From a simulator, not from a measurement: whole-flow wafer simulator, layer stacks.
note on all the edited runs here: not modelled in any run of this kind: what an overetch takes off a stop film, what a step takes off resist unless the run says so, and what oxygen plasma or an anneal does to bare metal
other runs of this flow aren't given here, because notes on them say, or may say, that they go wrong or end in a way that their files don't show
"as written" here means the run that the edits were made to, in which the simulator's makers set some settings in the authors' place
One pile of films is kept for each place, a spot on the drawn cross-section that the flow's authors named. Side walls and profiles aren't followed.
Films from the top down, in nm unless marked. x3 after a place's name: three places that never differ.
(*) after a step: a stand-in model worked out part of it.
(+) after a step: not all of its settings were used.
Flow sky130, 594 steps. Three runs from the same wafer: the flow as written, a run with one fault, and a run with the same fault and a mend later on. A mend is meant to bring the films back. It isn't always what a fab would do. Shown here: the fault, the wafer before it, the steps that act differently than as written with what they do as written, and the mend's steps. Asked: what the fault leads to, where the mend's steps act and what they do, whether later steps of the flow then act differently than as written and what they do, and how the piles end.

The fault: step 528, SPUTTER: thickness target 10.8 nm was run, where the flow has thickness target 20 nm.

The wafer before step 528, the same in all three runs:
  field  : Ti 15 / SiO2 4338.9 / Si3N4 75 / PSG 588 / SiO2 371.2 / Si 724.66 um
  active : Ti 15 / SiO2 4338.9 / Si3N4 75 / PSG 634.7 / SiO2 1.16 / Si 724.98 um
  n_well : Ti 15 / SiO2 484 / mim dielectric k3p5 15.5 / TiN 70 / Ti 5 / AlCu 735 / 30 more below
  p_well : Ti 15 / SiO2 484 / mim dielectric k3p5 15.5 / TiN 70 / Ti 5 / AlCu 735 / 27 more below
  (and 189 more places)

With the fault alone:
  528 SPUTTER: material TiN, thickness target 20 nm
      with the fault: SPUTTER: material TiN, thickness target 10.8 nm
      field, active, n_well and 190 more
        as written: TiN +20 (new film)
        with the fault: TiN +10.8 (new film)
  Later steps of the flow that act differently than as written (17 more steps differ only slightly, by at most 2% or 0.5 nm, whichever is larger, and aren't shown):
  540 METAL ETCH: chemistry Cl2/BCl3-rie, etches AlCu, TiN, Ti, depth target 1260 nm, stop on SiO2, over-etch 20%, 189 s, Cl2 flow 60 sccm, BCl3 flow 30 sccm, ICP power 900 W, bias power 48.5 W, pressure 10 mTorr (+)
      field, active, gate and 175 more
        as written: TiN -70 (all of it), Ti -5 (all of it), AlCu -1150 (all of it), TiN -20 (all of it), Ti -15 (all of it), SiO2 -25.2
        with the fault: TiN -70 (all of it), Ti -5 (all of it), AlCu -1150 (all of it), TiN -10.8 (all of it), Ti -15 (all of it), SiO2 -26.1
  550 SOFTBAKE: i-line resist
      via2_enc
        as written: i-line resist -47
        with the fault: i-line resist -46
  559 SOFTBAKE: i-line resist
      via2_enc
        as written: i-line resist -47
        with the fault: i-line resist -46
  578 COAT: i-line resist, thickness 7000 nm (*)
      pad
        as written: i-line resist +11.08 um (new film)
        with the fault: i-line resist +11.09 um (new film)
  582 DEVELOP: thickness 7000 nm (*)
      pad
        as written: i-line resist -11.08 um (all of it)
        with the fault: i-line resist -11.09 um (all of it)
  At the end the piles differ from the flow's by more than 2% or 0.5 nm, whichever is larger, at n_well, p_well, sd_n and 12 more.
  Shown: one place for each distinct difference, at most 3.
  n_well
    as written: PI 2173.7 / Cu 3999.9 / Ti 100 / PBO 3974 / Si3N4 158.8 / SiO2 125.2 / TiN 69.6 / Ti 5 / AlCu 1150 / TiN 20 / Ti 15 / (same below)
    with the fault: PI 2174.8 / Cu 3999.9 / Ti 100 / PBO 3980.6 / Si3N4 158.8 / SiO2 125.2 / TiN 69.6 / Ti 5 / AlCu 1150 / TiN 10.8 / Ti 15 / (same below)
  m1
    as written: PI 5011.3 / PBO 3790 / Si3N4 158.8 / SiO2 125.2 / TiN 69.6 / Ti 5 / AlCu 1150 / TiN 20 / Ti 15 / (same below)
    with the fault: PI 5011.8 / PBO 3797.6 / Si3N4 158.8 / SiO2 125.2 / TiN 69.6 / Ti 5 / AlCu 1150 / TiN 10.8 / Ti 15 / (same below)
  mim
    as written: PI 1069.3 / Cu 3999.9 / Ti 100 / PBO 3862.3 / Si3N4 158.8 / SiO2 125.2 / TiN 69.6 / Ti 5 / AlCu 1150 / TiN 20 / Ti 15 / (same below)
    with the fault: PI 1070.2 / Cu 3999.9 / Ti 100 / PBO 3869.3 / Si3N4 158.8 / SiO2 125.2 / TiN 69.6 / Ti 5 / AlCu 1150 / TiN 10.8 / Ti 15 / (same below)

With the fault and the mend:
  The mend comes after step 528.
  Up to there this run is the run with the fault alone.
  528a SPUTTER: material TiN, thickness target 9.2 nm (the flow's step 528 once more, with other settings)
      field, active, n_well and 190 more
        TiN +9.2
  No later step of the flow acts differently than as written at any place that is followed.
  At the end the piles are the same as the flow's at every place that both follow.
